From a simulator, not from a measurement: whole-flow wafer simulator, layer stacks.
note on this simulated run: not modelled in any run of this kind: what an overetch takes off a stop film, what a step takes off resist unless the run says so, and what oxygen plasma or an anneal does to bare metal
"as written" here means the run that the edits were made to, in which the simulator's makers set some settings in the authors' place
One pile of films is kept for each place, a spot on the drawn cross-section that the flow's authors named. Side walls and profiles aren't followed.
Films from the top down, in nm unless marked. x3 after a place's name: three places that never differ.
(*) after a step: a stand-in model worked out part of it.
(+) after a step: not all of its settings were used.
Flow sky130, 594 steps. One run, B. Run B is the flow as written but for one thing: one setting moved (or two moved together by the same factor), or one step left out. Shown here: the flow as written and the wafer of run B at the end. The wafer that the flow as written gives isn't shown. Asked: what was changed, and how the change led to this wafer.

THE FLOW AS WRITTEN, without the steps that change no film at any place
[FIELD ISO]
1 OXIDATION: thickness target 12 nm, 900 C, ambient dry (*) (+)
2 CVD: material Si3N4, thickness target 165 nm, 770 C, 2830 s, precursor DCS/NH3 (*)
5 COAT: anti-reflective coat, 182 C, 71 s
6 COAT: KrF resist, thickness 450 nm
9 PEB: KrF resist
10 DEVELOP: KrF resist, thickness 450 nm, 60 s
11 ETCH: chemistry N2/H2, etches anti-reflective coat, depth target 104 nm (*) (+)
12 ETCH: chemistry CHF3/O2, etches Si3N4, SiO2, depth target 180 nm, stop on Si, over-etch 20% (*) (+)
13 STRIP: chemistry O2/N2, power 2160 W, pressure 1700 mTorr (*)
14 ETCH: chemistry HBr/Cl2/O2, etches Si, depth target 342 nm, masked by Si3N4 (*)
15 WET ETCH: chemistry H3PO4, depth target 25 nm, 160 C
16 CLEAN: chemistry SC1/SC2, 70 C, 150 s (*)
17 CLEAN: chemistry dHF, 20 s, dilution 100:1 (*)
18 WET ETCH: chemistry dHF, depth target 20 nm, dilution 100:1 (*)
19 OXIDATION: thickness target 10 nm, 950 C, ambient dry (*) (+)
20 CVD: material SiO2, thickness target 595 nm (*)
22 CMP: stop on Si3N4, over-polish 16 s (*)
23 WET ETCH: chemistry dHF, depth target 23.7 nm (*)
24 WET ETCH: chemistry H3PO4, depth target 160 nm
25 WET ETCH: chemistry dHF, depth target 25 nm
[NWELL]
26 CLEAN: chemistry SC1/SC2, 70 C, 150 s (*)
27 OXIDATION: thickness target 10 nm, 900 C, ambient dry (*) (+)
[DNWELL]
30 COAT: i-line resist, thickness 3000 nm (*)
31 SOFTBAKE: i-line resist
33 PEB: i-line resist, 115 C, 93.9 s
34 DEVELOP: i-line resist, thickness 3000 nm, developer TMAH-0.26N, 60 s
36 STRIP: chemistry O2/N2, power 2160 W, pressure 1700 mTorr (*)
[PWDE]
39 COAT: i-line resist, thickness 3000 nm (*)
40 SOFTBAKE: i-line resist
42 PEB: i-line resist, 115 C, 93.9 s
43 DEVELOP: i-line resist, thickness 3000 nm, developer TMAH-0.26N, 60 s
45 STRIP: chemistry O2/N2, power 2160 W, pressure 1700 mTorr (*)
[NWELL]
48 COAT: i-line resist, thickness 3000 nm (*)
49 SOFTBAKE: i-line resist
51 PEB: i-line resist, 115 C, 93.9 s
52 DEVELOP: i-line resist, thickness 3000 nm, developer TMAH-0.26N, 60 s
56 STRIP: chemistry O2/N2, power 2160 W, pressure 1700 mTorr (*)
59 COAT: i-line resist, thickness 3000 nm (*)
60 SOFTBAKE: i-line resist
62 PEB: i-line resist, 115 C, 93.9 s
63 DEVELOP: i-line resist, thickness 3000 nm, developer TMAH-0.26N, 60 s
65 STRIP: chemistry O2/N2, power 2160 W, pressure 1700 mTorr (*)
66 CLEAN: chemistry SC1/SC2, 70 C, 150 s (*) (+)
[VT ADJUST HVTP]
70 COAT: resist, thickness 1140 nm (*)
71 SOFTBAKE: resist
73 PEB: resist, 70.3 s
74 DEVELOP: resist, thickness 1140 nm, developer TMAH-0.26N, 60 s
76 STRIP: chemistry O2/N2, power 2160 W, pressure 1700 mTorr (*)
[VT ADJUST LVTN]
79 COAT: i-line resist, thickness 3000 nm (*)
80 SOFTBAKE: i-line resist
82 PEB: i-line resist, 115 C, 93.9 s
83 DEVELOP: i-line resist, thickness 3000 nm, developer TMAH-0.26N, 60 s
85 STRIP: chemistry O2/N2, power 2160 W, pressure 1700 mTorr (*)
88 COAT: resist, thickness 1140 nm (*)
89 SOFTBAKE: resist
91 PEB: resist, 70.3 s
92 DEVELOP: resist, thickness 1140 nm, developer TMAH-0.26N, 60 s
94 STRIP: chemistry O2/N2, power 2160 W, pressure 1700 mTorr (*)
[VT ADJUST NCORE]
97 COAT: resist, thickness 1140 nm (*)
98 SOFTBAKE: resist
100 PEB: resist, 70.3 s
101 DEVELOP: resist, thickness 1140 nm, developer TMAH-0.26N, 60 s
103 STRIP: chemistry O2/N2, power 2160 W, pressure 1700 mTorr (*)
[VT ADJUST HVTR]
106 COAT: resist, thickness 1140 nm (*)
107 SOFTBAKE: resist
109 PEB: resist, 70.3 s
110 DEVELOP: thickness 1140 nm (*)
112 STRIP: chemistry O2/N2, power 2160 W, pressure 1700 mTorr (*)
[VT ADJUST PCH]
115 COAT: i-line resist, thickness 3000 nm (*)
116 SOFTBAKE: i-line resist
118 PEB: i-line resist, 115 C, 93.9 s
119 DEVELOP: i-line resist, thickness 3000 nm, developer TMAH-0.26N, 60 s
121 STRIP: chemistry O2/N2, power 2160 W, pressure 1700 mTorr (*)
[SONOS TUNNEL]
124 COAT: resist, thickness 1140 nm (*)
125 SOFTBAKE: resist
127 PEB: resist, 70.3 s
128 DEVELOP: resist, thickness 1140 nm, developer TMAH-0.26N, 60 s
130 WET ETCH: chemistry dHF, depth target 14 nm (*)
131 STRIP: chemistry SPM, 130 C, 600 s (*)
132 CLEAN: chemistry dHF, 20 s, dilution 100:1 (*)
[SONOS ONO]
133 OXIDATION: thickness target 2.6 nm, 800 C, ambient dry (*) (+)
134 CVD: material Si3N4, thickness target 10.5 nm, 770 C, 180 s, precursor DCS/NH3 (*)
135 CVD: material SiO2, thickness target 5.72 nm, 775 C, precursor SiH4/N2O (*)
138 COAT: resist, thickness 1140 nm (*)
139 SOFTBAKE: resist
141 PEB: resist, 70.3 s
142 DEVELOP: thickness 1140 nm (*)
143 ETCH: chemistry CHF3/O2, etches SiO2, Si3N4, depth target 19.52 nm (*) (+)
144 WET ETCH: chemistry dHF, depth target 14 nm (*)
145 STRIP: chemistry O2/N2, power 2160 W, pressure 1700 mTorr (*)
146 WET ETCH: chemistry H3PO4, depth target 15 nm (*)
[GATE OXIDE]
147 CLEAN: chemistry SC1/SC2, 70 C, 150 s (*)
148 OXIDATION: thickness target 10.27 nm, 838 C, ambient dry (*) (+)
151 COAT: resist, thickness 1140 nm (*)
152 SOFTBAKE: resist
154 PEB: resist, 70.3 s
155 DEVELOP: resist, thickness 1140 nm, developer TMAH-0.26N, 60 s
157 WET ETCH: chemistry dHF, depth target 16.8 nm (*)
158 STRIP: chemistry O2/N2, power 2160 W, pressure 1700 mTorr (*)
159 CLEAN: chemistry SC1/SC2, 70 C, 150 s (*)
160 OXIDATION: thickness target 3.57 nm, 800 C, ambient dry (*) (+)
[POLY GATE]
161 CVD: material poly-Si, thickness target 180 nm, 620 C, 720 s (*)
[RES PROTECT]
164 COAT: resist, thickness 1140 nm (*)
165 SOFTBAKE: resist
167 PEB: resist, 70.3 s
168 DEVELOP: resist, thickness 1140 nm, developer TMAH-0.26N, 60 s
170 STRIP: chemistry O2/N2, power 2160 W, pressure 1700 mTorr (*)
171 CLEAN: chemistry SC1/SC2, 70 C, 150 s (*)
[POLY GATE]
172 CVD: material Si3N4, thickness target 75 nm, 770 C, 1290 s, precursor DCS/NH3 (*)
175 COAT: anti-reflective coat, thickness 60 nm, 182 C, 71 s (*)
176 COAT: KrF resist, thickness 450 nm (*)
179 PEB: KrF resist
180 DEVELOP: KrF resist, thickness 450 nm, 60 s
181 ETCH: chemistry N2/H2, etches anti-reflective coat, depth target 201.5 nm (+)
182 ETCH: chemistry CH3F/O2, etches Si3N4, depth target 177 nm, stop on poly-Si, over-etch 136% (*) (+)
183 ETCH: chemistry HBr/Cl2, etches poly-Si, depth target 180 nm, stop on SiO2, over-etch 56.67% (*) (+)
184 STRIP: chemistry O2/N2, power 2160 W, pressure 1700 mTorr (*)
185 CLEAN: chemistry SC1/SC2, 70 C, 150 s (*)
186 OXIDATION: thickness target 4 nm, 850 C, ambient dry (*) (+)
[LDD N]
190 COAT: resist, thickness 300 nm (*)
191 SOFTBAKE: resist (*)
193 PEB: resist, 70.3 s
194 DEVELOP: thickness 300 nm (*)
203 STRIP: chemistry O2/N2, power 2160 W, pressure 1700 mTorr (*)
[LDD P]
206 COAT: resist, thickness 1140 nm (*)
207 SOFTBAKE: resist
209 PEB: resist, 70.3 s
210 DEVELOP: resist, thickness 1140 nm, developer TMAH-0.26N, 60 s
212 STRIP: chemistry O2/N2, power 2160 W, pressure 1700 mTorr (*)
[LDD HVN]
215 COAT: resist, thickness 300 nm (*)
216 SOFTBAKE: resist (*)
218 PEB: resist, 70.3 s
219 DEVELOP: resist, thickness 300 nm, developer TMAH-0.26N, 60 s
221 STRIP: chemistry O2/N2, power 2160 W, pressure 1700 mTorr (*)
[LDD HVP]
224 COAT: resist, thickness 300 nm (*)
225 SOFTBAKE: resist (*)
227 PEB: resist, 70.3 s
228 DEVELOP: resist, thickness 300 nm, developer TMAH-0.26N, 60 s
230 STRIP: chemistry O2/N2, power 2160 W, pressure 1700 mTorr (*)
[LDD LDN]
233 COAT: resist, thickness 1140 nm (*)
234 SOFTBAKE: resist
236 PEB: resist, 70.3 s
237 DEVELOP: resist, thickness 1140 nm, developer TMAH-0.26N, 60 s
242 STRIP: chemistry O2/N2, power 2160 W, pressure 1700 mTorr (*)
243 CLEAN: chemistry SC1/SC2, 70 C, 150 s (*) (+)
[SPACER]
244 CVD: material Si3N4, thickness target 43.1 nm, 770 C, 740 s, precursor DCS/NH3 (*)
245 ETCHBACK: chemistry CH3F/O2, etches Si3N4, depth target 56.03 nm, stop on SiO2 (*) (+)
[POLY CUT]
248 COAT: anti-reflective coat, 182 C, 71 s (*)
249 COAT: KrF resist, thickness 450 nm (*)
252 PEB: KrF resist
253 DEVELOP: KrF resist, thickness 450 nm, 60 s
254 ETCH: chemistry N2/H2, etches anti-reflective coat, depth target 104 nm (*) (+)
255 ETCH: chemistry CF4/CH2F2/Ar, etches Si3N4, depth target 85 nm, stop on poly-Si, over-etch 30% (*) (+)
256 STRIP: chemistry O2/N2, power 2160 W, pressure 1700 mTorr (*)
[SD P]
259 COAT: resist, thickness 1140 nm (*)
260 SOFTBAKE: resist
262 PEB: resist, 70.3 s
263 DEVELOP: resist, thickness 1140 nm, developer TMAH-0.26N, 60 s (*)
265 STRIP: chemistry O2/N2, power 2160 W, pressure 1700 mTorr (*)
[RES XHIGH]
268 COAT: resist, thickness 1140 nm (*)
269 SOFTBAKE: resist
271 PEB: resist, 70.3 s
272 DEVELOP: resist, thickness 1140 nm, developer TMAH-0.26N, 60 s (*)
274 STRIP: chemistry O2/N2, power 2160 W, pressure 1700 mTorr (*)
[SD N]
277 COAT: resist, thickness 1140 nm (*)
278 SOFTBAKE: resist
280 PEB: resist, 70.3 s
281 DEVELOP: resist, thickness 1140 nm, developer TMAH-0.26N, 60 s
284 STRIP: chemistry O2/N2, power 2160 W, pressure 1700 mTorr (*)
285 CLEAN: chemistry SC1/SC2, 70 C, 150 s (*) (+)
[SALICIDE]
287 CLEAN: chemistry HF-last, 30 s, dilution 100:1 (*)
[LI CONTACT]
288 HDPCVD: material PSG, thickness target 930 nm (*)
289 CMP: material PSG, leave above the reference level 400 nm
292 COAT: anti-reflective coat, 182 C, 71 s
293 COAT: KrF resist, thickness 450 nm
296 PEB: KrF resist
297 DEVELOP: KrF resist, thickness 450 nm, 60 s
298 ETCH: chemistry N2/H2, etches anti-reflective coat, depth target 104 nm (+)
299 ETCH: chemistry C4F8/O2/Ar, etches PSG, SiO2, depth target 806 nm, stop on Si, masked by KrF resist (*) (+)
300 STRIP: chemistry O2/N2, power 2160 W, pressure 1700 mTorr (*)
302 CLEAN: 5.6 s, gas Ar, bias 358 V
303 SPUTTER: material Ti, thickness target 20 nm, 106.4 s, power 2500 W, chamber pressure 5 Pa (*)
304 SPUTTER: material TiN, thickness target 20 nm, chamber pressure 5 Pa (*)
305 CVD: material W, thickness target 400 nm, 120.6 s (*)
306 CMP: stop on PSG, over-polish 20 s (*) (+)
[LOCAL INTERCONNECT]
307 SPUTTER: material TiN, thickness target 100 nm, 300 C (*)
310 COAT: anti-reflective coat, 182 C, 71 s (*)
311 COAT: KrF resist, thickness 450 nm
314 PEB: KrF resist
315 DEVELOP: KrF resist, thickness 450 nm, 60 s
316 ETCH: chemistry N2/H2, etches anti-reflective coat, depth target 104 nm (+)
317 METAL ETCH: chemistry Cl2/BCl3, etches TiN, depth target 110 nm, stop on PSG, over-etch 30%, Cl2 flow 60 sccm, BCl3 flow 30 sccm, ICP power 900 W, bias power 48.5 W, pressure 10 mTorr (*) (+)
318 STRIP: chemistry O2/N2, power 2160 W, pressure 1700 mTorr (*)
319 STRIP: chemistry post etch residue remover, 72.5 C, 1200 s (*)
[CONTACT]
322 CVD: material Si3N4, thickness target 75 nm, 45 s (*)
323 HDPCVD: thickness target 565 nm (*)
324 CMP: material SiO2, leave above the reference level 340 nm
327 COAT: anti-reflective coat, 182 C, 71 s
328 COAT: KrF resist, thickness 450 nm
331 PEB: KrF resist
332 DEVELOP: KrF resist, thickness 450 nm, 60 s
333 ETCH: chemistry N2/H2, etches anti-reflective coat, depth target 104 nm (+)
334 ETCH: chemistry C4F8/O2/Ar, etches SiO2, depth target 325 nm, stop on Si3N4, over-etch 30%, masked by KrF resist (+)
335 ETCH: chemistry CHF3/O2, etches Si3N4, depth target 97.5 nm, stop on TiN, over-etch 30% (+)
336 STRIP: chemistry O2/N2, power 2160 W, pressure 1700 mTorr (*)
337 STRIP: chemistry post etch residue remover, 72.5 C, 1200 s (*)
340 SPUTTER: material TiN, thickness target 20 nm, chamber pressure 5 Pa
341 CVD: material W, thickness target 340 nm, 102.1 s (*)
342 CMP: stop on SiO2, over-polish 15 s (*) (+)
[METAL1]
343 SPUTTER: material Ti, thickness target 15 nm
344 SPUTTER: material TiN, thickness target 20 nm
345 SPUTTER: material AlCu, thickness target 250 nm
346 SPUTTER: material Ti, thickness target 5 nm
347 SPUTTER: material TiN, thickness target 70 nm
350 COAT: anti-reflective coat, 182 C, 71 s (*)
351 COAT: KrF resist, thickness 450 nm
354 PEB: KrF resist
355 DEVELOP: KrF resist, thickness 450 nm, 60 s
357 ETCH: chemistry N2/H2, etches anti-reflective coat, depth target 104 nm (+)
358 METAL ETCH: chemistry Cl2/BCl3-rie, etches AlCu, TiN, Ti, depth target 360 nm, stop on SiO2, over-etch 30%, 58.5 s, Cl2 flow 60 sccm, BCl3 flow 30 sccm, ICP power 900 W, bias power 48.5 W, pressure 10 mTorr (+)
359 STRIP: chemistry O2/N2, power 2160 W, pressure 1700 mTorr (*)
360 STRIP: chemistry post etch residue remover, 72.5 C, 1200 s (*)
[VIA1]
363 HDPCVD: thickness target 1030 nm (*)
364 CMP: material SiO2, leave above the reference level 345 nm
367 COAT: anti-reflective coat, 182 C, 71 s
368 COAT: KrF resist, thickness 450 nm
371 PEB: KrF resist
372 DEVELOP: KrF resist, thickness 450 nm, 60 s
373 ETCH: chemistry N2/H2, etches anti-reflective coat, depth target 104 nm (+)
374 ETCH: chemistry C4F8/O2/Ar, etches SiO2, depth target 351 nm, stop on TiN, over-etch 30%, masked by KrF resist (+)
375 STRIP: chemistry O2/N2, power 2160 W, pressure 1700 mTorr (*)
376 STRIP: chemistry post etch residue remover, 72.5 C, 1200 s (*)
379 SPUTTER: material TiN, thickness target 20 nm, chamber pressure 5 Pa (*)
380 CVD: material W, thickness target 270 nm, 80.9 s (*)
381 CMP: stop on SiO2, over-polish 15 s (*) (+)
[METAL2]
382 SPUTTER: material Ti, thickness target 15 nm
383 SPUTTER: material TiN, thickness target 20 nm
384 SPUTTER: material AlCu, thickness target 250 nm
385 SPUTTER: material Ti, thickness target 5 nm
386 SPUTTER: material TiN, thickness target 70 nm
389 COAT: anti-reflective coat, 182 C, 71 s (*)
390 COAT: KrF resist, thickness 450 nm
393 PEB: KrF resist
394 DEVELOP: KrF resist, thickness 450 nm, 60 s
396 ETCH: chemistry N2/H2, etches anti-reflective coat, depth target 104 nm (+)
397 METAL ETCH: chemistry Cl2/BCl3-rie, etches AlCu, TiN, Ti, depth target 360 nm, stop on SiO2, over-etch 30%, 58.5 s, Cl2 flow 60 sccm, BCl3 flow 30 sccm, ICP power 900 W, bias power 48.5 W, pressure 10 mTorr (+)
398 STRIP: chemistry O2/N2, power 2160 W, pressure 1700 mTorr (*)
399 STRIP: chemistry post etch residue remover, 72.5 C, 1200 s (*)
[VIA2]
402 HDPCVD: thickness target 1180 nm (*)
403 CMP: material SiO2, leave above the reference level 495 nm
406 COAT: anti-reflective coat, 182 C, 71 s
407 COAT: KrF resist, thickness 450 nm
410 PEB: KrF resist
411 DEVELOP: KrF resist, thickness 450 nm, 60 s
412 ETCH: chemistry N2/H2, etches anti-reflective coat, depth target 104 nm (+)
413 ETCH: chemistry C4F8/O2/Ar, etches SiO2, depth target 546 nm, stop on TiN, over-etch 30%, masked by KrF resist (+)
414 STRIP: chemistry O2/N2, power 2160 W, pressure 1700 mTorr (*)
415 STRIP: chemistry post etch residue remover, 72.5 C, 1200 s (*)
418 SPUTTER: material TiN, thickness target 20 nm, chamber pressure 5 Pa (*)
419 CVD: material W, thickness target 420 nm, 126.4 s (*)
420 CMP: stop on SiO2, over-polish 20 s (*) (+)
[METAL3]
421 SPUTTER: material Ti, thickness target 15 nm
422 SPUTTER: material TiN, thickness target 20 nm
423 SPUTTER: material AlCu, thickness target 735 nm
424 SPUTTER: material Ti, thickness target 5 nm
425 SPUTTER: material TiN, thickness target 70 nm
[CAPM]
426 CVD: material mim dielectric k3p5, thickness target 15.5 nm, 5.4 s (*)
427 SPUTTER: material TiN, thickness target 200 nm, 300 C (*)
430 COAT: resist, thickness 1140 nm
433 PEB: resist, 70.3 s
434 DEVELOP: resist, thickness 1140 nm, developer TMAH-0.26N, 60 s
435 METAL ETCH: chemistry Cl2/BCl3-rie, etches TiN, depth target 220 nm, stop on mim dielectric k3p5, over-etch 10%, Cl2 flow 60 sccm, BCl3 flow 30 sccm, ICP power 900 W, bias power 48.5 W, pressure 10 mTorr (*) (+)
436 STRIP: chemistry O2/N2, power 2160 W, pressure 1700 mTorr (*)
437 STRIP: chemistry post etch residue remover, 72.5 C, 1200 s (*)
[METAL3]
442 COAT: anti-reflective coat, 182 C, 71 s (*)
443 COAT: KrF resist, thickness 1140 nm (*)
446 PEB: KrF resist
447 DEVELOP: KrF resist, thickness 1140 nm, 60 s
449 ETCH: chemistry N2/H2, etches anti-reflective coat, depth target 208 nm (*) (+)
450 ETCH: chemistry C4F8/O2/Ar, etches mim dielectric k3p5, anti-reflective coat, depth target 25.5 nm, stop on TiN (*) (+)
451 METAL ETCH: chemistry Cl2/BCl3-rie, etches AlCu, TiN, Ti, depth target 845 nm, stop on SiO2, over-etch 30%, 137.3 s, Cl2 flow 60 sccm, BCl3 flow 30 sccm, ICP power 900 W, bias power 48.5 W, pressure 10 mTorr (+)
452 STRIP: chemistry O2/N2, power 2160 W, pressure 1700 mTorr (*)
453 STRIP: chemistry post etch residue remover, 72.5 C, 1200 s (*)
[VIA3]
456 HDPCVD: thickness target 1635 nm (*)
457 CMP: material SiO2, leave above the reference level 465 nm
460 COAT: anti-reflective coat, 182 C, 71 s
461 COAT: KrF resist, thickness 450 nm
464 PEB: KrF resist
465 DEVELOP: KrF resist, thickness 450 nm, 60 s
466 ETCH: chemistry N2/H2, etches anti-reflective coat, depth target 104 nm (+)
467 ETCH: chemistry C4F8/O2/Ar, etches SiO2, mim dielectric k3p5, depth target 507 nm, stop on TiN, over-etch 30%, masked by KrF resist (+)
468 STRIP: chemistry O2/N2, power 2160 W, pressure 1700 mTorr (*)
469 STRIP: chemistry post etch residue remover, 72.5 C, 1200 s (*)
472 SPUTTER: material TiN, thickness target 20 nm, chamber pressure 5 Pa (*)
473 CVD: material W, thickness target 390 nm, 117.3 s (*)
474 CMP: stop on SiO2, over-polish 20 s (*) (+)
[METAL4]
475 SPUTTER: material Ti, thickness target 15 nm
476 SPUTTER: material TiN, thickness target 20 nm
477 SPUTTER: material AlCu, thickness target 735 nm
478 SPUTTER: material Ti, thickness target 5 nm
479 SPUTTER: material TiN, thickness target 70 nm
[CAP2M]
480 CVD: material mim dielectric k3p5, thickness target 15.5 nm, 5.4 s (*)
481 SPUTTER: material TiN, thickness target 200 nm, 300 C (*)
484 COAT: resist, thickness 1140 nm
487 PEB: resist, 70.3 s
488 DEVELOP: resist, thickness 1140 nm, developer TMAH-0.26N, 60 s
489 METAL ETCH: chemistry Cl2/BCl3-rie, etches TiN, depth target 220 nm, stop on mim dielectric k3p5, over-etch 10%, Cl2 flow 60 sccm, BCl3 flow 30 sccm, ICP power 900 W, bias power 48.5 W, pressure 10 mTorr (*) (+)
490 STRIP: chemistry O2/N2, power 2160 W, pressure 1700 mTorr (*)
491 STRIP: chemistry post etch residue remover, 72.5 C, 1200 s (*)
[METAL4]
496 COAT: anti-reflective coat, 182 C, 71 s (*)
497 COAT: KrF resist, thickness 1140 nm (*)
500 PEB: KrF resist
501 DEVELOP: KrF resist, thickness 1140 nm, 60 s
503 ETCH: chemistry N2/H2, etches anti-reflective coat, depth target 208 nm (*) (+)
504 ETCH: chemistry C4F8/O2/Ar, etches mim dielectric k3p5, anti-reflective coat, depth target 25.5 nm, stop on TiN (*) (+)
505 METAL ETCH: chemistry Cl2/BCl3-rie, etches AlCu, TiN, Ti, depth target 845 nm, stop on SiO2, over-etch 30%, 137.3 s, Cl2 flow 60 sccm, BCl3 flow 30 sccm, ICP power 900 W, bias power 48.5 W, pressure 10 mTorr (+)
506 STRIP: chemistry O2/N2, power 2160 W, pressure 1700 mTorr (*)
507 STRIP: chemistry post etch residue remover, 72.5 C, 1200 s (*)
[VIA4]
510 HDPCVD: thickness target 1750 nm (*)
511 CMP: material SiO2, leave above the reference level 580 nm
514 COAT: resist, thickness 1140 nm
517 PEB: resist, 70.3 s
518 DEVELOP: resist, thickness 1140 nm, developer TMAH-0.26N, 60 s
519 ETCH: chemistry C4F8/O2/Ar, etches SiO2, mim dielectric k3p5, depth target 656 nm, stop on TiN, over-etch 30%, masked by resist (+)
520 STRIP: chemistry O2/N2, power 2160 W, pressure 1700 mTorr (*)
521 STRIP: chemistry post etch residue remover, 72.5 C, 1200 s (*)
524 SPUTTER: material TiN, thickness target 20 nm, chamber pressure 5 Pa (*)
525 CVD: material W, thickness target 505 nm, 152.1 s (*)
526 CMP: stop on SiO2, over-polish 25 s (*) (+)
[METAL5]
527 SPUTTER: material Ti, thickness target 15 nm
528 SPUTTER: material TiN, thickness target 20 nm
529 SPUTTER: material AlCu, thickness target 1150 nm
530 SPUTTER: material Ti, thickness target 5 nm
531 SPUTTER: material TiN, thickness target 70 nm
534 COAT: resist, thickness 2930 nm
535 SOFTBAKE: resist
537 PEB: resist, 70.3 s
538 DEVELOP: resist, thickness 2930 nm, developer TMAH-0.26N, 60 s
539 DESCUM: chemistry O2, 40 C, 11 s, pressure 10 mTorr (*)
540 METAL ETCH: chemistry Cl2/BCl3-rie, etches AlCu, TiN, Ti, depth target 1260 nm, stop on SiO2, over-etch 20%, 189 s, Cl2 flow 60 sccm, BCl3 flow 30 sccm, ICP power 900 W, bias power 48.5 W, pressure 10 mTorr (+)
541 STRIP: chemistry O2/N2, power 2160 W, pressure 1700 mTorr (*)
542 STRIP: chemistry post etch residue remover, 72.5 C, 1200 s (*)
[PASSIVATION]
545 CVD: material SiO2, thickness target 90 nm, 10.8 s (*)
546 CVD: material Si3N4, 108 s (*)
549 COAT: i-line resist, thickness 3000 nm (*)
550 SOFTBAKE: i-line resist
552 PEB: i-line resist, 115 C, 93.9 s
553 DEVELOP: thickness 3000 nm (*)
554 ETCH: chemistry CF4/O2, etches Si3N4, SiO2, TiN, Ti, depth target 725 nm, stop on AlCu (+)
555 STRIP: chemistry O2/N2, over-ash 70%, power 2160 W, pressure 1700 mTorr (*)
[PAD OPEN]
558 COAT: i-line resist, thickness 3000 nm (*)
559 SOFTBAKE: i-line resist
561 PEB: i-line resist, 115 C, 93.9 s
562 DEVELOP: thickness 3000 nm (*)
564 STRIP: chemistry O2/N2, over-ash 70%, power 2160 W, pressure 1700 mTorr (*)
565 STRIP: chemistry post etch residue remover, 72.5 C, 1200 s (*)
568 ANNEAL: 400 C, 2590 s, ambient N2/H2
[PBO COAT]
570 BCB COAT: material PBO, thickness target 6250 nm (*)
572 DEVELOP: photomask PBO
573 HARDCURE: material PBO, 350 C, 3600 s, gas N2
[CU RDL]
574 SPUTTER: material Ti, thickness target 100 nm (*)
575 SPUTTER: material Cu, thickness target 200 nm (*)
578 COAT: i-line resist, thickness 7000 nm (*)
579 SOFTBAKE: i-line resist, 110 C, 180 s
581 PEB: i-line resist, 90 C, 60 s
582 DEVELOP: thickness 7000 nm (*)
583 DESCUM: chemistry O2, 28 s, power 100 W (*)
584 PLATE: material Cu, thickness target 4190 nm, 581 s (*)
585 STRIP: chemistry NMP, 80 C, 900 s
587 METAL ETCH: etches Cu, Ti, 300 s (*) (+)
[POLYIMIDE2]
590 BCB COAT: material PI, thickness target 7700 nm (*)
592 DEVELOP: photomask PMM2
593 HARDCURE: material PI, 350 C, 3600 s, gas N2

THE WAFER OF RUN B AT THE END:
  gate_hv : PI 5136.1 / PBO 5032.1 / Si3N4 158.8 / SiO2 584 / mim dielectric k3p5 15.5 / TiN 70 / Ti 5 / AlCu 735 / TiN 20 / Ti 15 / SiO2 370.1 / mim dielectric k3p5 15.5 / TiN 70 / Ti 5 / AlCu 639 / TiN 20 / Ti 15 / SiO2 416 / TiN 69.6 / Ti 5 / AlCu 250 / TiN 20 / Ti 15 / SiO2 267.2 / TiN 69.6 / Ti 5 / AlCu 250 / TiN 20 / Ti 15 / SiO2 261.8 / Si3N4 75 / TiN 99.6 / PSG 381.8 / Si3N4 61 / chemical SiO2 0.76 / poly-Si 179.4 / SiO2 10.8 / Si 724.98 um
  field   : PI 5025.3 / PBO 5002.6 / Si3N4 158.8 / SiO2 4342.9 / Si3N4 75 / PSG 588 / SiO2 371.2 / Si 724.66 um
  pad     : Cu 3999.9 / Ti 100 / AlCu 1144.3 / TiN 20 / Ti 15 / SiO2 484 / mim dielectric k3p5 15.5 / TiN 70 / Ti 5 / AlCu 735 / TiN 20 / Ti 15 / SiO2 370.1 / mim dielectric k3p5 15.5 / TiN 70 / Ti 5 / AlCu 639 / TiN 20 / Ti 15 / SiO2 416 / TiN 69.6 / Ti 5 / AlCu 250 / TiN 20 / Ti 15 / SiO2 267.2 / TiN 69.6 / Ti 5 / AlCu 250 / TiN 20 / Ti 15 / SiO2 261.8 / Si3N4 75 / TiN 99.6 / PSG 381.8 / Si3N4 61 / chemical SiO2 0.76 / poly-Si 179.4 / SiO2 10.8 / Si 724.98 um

The cause: step 423, SPUTTER: thickness target 639 nm was run, where the flow has thickness target 735 nm.
It can be read off the wafer: gate_hv has AlCu 639, and step 423 as written asks for 735 nm.

How the change led to this, step by step:
  423 SPUTTER: material AlCu, thickness target 735 nm
      field, active, n_well and 188 more: AlCu +639 (new film) (as written it would be: AlCu +735 (new film))
  451 METAL ETCH: chemistry Cl2/BCl3-rie, etches AlCu, TiN, Ti, depth target 845 nm, stop on SiO2, over-etch 30%, 137.3 s, Cl2 flow 60 sccm, BCl3 flow 30 sccm, ICP power 900 W, bias power 48.5 W, pressure 10 mTorr (+)
      field, gate, spacer and 66 more: TiN -70 (all of it), Ti -5 (all of it), AlCu -639 (all of it), TiN -20 (all of it), Ti -15 (all of it), SiO2 -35 (as written it would be: TiN -70 (all of it), Ti -5 (all of it), AlCu -735 (all of it), TiN -20 (all of it), Ti -15 (all of it), SiO2 -25.4)
      vpp_ln, vpp_iso2, ndiff_ln and 8 more: TiN -70 (all of it), Ti -5 (all of it), AlCu -639 (all of it), TiN -20 (all of it), Ti -15 (all of it), SiO2 -34.9 (as written it would be: TiN -70 (all of it), Ti -5 (all of it), AlCu -735 (all of it), TiN -20 (all of it), Ti -15 (all of it), SiO2 -25.3)
      (and at 5 more places)
  457 CMP: material SiO2, leave above the reference level 465 nm
      field, gate, spacer and 61 more: SiO2 -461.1 (as written it would be: SiO2 -374.7)
      active, vpp_ln, vpp_iso1 and 18 more: SiO2 -461 (as written it would be: SiO2 -374.7)
